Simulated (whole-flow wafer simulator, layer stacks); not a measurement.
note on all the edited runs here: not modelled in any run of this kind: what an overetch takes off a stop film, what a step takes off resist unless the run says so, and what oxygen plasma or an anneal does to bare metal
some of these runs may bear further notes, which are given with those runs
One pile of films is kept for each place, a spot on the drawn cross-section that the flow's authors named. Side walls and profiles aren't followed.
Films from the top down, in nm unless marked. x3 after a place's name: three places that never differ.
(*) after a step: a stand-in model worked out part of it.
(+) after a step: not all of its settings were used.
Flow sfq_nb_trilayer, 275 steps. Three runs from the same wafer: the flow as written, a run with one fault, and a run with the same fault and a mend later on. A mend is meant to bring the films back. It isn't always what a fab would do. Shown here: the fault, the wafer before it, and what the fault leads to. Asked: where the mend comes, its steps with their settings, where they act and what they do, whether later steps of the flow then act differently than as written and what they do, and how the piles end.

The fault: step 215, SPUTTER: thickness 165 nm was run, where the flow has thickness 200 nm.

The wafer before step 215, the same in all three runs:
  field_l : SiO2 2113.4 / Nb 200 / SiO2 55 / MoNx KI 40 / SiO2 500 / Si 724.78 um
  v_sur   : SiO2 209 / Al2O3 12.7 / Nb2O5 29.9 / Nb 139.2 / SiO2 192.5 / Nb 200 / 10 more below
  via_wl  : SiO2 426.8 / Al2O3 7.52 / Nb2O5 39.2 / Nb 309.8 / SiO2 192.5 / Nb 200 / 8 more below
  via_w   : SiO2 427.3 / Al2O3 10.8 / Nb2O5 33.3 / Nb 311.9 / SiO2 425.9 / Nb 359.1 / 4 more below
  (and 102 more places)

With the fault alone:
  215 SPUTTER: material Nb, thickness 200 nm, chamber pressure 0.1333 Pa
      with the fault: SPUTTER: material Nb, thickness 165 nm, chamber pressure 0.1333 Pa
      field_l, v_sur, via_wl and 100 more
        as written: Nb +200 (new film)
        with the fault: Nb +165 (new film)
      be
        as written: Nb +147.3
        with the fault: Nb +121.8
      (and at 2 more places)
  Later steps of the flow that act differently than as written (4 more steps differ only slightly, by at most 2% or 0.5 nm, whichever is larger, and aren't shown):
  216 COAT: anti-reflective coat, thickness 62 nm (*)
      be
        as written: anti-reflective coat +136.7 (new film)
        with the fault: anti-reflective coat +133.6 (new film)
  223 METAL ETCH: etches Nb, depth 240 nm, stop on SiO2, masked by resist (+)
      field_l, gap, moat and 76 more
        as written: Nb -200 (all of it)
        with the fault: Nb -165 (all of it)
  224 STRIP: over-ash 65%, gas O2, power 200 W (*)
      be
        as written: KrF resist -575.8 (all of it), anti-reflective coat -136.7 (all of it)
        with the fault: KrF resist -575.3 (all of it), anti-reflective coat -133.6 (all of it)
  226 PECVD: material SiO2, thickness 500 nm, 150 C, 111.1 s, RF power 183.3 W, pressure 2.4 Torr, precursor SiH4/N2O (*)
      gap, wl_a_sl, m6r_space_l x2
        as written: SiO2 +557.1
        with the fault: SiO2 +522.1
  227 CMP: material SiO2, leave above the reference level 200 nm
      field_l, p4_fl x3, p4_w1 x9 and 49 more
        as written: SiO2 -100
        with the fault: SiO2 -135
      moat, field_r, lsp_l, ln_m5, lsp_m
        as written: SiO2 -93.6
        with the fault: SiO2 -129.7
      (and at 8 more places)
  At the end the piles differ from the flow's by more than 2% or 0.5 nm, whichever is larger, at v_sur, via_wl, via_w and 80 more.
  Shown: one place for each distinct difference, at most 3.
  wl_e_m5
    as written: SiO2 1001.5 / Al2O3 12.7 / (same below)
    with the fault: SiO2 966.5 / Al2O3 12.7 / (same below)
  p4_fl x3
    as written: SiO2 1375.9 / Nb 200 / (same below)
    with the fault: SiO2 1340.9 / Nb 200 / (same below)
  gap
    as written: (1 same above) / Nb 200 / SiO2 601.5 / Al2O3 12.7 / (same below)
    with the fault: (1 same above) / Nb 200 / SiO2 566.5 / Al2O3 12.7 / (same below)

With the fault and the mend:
  The mend comes after step 215.
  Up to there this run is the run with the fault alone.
  215a SPUTTER: material Nb, thickness 35 nm, chamber pressure 0.1333 Pa (the flow's step 215 once more, with other settings)
      field_l, v_sur, via_wl and 98 more
        Nb +35
      ce_l, ce_r
        Nb +34.3
      be
        Nb +22.3
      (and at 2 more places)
  No later step of the flow acts differently than as written, at any place that is followed, by more than 2% or 0.5 nm, whichever is larger.
  At the end the piles differ from the flow's only slightly at the places that both follow, by at most 2% or 0.5 nm, whichever is larger.
